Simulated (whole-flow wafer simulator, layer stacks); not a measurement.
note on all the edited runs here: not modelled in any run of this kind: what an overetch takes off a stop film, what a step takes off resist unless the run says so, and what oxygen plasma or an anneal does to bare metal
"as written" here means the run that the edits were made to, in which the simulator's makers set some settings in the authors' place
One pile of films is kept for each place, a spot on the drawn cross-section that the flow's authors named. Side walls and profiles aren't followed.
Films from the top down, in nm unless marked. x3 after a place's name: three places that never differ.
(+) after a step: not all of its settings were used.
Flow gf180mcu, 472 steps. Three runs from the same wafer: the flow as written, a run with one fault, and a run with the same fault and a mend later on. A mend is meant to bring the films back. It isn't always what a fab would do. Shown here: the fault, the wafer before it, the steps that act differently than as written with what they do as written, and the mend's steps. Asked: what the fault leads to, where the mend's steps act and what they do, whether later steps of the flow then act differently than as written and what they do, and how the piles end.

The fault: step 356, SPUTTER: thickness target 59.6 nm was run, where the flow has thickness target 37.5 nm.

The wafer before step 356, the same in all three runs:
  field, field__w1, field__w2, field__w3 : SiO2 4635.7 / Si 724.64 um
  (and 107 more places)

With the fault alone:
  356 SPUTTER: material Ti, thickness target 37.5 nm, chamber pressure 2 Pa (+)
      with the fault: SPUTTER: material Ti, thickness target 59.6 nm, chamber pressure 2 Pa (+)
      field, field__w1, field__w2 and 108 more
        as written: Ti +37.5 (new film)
        with the fault: Ti +59.6 (new film)
  Later steps of the flow that act differently than as written:
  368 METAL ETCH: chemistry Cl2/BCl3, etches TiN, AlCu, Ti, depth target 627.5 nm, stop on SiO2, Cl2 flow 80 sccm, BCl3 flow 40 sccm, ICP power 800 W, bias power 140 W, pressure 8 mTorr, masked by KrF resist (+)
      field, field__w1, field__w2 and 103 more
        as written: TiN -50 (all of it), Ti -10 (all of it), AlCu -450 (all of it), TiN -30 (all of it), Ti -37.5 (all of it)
        with the fault: TiN -50 (all of it), Ti -10 (all of it), AlCu -450 (all of it), TiN -30 (all of it), Ti -59.6 (all of it)
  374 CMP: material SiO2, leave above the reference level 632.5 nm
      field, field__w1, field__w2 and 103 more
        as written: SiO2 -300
        with the fault: SiO2 -277.9
  At the end the piles differ from the flow's by more than 2% or 0.5 nm, whichever is larger, at field__w8, contact, m1, m1__w1, m1_nw.
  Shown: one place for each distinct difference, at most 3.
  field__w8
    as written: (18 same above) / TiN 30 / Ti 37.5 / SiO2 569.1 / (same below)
    with the fault: (18 same above) / TiN 30 / Ti 59.6 / SiO2 569.1 / (same below)
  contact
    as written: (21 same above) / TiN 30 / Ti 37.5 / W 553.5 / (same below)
    with the fault: (21 same above) / TiN 30 / Ti 59.6 / W 553.5 / (same below)

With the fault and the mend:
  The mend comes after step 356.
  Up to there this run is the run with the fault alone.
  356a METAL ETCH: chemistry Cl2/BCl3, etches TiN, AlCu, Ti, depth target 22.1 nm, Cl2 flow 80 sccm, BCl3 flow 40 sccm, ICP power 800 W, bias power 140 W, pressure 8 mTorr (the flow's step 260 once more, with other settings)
      field, field__w1, field__w2 and 108 more
        Ti -22.1
  No later step of the flow acts differently than as written at any place that is followed.
  At the end the piles are the same as the flow's at every place that both follow.
